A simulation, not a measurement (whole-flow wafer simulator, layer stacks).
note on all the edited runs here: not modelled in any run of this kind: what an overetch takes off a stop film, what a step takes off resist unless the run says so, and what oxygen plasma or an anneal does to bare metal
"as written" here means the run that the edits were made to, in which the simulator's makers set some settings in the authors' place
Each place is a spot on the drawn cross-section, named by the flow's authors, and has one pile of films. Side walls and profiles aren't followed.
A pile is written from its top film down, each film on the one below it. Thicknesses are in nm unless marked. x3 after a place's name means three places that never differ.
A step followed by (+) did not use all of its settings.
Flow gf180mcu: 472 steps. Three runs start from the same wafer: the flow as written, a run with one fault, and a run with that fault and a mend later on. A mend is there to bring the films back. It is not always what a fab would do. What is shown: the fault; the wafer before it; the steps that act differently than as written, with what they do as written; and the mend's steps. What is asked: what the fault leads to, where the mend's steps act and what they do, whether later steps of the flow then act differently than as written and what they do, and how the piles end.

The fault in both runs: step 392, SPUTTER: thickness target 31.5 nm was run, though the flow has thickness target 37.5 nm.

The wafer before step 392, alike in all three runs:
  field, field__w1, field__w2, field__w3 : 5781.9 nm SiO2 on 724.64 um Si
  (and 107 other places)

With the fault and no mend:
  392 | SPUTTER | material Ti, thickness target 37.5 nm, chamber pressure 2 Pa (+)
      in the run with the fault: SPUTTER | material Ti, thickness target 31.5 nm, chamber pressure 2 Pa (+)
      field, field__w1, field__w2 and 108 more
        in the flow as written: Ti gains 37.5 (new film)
        in the run with the fault: Ti gains 31.5 (new film)
  Steps later in the flow that act otherwise than as written (1 more step, not shown, differs only slightly: by at most 2% or 0.5 nm, whichever is larger):
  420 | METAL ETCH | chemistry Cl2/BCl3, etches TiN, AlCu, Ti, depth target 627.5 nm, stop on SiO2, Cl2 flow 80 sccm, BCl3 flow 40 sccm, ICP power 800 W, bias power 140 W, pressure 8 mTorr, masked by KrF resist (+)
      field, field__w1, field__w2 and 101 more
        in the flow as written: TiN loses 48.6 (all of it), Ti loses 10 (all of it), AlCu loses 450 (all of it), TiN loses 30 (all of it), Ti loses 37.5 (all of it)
        in the run with the fault: TiN loses 48.6 (all of it), Ti loses 10 (all of it), AlCu loses 450 (all of it), TiN loses 30 (all of it), Ti loses 31.5 (all of it)
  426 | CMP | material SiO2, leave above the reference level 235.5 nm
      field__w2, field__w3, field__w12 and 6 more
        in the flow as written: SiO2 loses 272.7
        in the run with the fault: SiO2 loses 278.9
  At field__w4, field__w8, contact, m1, m1__w1, mim, mim_1p0, m1_nw, the piles at the end differ from the flow's by more than 2% or 0.5 nm, whichever is larger.
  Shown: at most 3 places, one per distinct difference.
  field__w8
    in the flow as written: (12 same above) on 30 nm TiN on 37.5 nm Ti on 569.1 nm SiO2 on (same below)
    in the run with the fault: (12 same above) on 30 nm TiN on 31.5 nm Ti on 569.1 nm SiO2 on (same below)
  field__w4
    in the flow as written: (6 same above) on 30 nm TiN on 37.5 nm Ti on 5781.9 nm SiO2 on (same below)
    in the run with the fault: (6 same above) on 30 nm TiN on 31.5 nm Ti on 5781.9 nm SiO2 on (same below)
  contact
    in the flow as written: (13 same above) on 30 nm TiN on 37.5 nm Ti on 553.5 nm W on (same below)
    in the run with the fault: (13 same above) on 30 nm TiN on 31.5 nm Ti on 553.5 nm W on (same below)

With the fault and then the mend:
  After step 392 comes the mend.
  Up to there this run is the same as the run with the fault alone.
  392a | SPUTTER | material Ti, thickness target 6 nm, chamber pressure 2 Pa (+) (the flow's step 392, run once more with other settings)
      field, field__w1, field__w2 and 108 more
        Ti gains 6
  None of the later steps of the flow acts differently than as written at any place that is followed.
  The piles end the same as the flow's at every place that both follow.
